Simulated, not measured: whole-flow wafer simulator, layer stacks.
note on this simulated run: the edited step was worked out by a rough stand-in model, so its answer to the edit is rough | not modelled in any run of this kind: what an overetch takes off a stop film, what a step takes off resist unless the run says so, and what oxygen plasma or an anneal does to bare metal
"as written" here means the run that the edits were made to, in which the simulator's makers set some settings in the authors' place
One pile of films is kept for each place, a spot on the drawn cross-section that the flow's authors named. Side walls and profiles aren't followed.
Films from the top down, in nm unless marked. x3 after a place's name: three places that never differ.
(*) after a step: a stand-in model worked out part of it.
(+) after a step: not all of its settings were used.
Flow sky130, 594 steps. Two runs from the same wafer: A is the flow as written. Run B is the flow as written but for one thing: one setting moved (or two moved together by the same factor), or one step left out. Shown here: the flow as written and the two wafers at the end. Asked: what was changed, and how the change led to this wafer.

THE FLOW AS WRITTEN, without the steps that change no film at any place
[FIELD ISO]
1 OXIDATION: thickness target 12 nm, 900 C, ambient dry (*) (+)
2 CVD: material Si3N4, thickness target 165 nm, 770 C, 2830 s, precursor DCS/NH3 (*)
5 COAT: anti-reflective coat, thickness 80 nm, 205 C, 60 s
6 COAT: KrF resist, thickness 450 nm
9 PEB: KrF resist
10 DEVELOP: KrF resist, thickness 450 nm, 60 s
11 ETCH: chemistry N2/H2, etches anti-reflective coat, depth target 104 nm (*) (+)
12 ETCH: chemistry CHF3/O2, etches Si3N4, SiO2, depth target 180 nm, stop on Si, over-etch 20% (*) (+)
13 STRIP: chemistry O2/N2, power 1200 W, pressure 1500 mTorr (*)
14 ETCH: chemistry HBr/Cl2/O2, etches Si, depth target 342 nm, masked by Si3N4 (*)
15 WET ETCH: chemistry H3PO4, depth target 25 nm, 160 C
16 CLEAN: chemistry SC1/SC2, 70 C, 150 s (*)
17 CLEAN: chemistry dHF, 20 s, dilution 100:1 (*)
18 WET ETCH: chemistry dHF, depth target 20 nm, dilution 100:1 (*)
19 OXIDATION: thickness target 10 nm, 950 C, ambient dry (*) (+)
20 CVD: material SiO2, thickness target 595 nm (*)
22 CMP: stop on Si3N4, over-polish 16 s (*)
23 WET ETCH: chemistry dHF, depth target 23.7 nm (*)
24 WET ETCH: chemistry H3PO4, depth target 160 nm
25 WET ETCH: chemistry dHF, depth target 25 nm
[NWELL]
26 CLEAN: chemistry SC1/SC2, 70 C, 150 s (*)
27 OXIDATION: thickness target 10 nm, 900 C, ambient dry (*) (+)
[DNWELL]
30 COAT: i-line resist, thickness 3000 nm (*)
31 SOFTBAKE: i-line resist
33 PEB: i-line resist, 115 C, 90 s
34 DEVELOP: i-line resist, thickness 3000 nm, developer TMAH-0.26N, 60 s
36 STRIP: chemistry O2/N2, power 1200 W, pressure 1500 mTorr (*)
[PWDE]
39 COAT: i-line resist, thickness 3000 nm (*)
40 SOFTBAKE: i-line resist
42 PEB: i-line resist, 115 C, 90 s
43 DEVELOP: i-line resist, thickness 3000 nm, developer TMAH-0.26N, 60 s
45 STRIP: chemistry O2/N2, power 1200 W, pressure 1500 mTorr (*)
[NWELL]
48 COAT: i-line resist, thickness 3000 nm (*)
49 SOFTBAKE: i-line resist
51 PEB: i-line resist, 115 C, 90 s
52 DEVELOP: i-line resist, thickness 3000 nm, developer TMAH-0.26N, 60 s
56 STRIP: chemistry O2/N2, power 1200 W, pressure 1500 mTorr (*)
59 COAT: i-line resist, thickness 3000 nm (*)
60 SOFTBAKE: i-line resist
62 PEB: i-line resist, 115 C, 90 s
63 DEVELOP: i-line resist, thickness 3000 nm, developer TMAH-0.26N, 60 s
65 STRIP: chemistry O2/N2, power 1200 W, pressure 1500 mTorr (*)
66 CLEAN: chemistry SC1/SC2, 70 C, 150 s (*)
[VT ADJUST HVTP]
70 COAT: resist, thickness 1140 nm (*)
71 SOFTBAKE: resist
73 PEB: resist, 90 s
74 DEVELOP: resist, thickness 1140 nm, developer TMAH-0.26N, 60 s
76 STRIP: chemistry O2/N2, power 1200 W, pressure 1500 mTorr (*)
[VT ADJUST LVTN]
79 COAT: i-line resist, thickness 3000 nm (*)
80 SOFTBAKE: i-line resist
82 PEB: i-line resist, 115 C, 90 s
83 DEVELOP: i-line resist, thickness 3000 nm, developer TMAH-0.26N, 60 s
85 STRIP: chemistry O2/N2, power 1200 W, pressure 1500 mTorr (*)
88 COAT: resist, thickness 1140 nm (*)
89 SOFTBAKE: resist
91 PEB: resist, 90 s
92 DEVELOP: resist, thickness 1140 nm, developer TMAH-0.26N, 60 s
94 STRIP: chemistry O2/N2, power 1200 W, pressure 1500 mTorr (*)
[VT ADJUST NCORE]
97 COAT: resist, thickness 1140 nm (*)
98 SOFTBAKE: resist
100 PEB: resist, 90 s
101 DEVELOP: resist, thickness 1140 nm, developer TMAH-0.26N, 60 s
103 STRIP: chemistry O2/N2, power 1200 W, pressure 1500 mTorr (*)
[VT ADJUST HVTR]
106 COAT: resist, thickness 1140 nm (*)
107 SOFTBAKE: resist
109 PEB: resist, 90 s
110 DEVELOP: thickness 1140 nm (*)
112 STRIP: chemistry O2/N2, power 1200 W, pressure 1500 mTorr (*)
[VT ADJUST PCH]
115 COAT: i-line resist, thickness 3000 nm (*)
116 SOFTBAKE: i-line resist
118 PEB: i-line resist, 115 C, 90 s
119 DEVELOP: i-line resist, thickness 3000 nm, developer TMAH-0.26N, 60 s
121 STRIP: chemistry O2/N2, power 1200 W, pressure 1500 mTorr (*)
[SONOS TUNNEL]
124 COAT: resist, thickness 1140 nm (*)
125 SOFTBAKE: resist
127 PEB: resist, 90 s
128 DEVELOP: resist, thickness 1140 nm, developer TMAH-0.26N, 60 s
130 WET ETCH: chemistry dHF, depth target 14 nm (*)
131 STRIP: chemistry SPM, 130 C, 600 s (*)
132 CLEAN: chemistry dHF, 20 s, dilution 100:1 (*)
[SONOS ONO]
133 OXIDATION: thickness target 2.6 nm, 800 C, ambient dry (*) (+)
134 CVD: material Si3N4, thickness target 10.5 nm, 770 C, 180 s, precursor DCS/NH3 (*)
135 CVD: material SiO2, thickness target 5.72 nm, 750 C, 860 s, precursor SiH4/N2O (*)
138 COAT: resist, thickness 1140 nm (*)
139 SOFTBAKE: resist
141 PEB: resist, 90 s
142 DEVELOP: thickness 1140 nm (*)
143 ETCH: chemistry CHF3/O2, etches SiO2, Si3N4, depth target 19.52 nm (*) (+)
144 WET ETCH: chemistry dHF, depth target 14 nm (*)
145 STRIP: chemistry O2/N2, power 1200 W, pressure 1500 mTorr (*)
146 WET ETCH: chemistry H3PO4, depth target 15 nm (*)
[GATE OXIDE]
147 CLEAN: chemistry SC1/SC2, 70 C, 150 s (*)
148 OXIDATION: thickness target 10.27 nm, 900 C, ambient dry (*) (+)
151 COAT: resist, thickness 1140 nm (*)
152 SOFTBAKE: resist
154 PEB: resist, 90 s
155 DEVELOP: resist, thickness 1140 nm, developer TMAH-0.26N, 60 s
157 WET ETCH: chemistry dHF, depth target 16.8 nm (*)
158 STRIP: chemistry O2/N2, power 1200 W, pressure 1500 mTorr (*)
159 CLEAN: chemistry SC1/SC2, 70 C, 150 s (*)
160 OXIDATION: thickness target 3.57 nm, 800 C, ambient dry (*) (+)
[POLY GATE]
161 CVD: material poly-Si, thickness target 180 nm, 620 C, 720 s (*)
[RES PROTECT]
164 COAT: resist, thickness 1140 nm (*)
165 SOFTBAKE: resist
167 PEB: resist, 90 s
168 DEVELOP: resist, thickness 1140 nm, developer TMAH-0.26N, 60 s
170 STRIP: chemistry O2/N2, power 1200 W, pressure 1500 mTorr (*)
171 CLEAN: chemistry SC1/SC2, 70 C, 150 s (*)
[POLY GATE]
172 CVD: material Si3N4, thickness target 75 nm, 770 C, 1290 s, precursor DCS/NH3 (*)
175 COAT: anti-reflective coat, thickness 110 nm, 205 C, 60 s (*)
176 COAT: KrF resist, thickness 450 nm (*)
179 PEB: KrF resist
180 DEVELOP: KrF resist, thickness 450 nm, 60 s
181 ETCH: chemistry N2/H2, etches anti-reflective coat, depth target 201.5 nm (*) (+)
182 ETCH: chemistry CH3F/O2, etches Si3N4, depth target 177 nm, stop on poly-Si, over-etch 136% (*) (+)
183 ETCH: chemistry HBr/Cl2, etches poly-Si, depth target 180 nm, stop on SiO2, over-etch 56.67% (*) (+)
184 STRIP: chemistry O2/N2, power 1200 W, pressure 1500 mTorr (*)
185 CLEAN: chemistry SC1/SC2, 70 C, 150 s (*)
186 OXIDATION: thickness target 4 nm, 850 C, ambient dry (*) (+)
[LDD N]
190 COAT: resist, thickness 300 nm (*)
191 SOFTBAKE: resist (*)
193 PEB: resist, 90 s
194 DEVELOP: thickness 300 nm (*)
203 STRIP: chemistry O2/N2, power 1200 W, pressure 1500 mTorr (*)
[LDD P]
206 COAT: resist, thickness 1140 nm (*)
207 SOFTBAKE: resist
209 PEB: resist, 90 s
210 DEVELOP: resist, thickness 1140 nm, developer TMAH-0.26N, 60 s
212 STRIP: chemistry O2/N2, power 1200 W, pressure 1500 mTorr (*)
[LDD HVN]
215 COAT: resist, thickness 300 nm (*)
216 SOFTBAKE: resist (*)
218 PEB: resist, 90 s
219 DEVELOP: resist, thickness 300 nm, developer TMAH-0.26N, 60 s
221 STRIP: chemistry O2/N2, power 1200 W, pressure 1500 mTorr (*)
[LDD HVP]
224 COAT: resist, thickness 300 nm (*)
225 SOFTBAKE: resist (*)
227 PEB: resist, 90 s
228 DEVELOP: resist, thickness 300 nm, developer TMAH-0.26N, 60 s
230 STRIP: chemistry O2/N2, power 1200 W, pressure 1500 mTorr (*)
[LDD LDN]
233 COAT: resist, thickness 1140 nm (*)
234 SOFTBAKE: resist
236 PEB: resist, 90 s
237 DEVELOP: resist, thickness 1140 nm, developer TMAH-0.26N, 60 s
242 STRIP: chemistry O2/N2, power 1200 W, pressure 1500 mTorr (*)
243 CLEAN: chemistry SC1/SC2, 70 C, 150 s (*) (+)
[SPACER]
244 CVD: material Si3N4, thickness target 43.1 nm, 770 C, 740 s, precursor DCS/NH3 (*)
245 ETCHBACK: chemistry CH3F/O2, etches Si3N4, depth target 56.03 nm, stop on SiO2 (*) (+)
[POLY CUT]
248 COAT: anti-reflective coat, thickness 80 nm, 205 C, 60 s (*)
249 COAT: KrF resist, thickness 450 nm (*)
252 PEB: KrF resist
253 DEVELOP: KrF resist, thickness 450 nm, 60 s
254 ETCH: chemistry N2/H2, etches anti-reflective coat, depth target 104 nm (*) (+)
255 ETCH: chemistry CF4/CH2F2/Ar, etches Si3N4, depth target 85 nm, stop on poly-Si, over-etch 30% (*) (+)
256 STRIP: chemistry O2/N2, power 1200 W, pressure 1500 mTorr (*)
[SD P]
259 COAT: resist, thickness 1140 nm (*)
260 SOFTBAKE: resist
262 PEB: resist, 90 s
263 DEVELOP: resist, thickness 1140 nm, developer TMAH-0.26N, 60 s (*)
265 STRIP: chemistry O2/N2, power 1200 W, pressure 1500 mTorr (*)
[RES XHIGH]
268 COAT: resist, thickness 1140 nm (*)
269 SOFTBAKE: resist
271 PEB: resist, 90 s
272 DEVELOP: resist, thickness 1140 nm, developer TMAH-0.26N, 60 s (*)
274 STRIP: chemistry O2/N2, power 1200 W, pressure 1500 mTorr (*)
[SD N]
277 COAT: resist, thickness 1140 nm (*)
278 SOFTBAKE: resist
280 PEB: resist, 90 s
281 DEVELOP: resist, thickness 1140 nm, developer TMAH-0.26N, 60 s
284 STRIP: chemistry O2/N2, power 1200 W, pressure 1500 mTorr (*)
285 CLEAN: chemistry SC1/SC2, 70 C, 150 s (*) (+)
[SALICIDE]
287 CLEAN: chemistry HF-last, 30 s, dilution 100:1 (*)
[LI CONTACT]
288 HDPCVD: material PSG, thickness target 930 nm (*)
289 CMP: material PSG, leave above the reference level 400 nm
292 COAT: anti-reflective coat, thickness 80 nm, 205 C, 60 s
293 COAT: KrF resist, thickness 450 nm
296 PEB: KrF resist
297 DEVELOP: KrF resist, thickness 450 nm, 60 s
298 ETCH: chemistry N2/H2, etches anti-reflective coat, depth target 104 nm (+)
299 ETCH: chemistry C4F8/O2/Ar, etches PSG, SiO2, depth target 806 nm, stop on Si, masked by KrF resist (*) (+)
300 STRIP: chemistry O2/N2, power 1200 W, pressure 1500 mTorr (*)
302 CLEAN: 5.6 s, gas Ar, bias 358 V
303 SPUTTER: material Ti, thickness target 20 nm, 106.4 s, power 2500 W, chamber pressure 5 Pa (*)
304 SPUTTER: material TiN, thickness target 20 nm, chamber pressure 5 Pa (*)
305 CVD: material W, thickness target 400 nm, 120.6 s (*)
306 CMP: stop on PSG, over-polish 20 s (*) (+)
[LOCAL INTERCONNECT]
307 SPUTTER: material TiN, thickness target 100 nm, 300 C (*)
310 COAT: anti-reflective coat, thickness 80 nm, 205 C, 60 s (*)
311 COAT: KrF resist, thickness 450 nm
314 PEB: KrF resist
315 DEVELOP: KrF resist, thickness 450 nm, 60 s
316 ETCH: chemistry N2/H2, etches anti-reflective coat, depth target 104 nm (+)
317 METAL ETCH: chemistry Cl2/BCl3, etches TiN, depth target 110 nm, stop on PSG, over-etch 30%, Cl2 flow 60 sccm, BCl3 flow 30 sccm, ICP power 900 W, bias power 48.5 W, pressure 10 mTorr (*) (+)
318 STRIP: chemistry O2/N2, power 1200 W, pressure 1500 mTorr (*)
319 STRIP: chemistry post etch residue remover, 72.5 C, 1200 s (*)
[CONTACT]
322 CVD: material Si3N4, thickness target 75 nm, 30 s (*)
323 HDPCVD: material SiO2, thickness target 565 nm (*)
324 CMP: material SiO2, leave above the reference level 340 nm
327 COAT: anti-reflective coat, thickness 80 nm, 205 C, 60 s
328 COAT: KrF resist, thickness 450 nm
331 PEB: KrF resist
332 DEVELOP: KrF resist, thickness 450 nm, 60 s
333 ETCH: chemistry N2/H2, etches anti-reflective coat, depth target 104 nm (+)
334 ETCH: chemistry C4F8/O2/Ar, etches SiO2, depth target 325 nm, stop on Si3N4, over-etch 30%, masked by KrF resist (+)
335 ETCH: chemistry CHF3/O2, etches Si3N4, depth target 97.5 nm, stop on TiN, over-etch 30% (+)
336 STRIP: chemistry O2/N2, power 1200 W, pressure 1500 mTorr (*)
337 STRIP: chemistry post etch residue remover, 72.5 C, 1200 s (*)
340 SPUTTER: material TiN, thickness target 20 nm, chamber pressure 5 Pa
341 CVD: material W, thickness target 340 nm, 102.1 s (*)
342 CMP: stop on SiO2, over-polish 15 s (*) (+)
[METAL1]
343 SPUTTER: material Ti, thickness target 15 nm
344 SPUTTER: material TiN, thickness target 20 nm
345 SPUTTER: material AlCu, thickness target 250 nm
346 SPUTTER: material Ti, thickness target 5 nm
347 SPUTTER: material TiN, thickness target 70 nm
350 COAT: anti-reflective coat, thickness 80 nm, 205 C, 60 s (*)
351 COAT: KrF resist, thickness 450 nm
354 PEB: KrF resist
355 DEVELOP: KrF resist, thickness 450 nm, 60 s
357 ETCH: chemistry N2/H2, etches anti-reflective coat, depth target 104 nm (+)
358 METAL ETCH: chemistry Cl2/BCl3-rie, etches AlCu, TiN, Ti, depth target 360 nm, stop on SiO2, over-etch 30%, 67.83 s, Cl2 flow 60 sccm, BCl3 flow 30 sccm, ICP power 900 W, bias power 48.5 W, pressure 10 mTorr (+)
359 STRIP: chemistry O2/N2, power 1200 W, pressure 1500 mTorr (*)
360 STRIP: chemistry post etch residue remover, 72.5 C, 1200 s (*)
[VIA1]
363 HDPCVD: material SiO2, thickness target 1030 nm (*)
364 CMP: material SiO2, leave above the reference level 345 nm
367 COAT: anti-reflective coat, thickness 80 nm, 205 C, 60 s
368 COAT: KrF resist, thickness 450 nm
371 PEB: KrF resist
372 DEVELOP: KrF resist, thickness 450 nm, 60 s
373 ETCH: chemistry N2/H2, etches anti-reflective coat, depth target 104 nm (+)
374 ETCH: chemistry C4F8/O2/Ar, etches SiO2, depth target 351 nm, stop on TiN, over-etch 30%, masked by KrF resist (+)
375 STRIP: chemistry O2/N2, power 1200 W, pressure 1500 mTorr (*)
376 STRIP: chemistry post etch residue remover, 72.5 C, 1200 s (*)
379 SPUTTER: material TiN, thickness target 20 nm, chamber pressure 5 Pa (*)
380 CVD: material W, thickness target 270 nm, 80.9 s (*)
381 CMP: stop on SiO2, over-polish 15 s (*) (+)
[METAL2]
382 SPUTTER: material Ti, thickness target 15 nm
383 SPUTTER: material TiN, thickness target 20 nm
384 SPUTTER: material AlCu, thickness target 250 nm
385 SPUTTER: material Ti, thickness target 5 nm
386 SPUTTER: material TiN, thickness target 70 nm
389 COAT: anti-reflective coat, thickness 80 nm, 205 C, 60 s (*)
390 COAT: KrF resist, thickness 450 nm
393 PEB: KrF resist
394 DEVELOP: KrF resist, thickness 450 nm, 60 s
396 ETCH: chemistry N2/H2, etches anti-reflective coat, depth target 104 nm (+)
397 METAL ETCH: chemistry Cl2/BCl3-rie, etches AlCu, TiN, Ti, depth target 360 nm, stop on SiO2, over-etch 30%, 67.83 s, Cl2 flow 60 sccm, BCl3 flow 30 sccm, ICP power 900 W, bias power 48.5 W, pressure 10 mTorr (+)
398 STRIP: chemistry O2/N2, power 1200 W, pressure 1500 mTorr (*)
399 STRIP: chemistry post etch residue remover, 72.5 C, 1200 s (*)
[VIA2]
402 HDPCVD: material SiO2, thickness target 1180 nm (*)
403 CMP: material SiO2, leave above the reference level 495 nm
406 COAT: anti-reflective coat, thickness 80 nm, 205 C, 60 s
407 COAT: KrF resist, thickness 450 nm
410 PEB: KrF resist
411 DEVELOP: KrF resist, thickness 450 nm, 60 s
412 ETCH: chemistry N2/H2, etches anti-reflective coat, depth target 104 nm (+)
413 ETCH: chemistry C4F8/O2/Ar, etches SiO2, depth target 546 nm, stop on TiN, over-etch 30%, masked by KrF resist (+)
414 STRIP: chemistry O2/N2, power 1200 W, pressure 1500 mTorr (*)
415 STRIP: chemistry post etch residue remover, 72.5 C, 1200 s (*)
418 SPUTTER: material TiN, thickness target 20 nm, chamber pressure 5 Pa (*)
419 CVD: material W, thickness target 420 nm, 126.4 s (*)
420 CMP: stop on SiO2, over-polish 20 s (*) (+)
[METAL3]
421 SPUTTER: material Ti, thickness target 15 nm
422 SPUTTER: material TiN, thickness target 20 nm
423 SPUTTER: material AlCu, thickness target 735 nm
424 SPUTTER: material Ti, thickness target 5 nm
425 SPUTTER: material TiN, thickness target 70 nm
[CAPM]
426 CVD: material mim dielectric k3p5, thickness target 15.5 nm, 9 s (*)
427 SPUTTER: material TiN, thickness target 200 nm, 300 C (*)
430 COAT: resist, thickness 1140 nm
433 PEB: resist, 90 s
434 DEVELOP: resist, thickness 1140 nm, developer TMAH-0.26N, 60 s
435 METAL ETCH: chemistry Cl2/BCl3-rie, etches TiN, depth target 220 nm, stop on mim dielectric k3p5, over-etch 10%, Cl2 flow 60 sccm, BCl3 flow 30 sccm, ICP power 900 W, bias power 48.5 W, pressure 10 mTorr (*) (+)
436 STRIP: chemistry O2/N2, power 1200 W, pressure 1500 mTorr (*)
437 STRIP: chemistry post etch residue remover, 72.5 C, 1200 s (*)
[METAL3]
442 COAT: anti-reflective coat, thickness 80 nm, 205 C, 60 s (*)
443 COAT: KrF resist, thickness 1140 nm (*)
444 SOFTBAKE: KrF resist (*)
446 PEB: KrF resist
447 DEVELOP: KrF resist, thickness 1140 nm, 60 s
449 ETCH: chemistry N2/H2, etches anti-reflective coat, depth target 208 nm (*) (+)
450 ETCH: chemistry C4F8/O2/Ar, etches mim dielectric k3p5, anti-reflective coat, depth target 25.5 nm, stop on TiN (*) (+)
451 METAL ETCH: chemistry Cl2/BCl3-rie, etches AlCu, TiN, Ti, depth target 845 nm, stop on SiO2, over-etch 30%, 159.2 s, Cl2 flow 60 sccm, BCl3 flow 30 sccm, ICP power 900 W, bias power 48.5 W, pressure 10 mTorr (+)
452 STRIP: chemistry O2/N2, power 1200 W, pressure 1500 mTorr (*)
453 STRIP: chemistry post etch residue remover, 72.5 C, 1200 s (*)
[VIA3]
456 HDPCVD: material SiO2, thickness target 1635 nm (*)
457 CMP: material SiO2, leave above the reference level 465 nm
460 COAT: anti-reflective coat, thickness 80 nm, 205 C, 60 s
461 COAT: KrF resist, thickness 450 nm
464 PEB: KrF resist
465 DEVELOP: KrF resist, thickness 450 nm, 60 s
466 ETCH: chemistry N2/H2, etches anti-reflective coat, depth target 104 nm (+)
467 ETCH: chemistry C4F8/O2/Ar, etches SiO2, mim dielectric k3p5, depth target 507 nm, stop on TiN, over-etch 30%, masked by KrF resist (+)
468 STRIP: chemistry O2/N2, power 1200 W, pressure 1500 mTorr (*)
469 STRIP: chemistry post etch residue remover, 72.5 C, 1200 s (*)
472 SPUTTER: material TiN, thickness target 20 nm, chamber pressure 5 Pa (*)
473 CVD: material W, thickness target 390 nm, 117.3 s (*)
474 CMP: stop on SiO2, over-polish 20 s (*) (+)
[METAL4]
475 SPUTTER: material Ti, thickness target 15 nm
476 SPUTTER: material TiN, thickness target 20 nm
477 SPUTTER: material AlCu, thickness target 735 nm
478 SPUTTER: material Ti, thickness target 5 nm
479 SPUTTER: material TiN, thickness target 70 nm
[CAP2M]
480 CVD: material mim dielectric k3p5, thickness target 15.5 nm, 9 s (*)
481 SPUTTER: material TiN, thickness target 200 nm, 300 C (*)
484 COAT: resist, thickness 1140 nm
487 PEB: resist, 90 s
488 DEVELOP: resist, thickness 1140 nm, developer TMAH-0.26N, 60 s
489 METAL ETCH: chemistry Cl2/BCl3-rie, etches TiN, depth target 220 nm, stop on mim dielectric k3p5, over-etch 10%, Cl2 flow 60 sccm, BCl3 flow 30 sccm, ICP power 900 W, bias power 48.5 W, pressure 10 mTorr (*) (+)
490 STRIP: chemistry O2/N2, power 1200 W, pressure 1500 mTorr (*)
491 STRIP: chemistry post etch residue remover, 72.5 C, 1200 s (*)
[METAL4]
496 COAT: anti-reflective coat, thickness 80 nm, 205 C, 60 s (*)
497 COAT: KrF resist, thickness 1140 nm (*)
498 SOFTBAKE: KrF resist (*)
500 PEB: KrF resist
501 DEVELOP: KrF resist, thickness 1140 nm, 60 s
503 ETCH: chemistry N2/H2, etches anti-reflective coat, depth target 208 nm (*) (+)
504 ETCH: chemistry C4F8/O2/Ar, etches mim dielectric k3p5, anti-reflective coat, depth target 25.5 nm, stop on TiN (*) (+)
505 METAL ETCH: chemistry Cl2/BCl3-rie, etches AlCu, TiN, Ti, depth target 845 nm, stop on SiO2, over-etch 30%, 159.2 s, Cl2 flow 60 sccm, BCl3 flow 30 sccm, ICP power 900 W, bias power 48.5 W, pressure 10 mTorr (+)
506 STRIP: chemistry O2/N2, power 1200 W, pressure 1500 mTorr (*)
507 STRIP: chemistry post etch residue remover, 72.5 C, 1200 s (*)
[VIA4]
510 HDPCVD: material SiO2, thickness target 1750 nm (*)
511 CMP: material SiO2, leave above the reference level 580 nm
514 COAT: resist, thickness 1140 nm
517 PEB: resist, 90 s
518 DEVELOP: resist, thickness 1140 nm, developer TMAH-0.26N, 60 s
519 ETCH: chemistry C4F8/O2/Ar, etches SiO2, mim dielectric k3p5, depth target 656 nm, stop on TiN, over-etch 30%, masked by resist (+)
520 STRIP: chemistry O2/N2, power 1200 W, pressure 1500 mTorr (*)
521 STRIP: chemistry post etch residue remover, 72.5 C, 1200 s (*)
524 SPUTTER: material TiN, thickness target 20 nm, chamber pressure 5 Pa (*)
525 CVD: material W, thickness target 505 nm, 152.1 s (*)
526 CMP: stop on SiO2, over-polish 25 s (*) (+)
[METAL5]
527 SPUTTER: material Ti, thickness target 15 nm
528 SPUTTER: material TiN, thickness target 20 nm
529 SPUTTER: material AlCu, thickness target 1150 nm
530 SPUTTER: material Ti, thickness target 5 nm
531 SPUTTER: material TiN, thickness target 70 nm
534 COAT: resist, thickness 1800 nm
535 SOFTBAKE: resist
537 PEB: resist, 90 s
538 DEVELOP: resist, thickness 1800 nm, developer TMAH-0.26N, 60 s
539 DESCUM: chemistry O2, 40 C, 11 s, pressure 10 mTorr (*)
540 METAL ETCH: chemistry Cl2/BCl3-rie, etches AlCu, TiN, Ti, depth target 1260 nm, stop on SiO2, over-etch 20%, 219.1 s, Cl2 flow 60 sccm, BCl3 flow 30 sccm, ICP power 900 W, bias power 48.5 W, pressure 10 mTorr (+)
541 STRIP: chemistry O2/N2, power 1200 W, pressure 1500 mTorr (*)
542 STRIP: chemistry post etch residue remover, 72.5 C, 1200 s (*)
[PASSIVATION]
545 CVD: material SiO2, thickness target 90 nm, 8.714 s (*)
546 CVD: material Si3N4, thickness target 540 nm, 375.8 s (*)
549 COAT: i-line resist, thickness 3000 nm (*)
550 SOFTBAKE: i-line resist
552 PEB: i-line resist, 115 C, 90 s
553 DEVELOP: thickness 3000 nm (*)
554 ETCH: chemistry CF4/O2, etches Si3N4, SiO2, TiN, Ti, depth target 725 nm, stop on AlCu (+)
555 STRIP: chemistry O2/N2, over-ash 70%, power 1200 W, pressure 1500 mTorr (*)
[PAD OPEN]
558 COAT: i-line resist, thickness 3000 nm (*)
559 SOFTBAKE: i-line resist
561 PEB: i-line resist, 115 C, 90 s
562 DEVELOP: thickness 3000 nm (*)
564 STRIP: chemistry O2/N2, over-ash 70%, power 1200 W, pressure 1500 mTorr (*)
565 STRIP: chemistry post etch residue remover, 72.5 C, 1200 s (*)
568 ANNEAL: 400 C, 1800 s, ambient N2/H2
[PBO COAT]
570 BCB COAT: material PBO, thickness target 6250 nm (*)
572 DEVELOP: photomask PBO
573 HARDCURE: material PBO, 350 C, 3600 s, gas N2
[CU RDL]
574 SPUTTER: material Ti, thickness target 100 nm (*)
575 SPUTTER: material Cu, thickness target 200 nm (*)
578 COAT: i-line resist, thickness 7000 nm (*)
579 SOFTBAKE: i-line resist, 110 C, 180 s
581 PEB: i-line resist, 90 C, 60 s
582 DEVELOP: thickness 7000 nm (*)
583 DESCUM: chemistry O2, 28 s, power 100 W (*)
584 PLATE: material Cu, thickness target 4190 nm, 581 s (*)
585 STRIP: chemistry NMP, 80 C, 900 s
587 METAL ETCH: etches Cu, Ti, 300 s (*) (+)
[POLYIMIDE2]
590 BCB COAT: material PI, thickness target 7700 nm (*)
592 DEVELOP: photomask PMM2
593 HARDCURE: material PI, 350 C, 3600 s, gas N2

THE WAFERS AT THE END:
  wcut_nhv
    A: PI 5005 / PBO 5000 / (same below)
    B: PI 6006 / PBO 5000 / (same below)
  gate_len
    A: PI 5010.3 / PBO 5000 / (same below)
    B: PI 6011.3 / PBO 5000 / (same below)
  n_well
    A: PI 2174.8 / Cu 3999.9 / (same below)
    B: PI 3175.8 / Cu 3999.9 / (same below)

The cause: step 590, BCB COAT: thickness target 9240 nm was run, where the flow has thickness target 7700 nm.

How the change led to this, step by step:
  590 BCB COAT: material PI, thickness target 7700 nm (*)
      dice_street, wcut_nhv, wcut_phv and 14 more: A PI +7700 (new film) | B PI +9240 (new film)
      n_well, p_well, sd_n, sd_p: A PI +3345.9 (new film) | B PI +4885.8 (new film)
      (and at 172 more places)
  592 DEVELOP: photomask PMM2
      pad: A PI -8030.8 (all of it) | B PI -9570.8 (all of it)
  593 HARDCURE: material PI, 350 C, 3600 s, gas N2
      dice_street, wcut_nhv, wcut_phv and 15 more: A PI -2695 | B PI -3234
      gate_p_lg05, gate_p_lg10, gate_len and 7 more: A PI -2695.1 | B PI -3234.1
      (and at 164 more places)
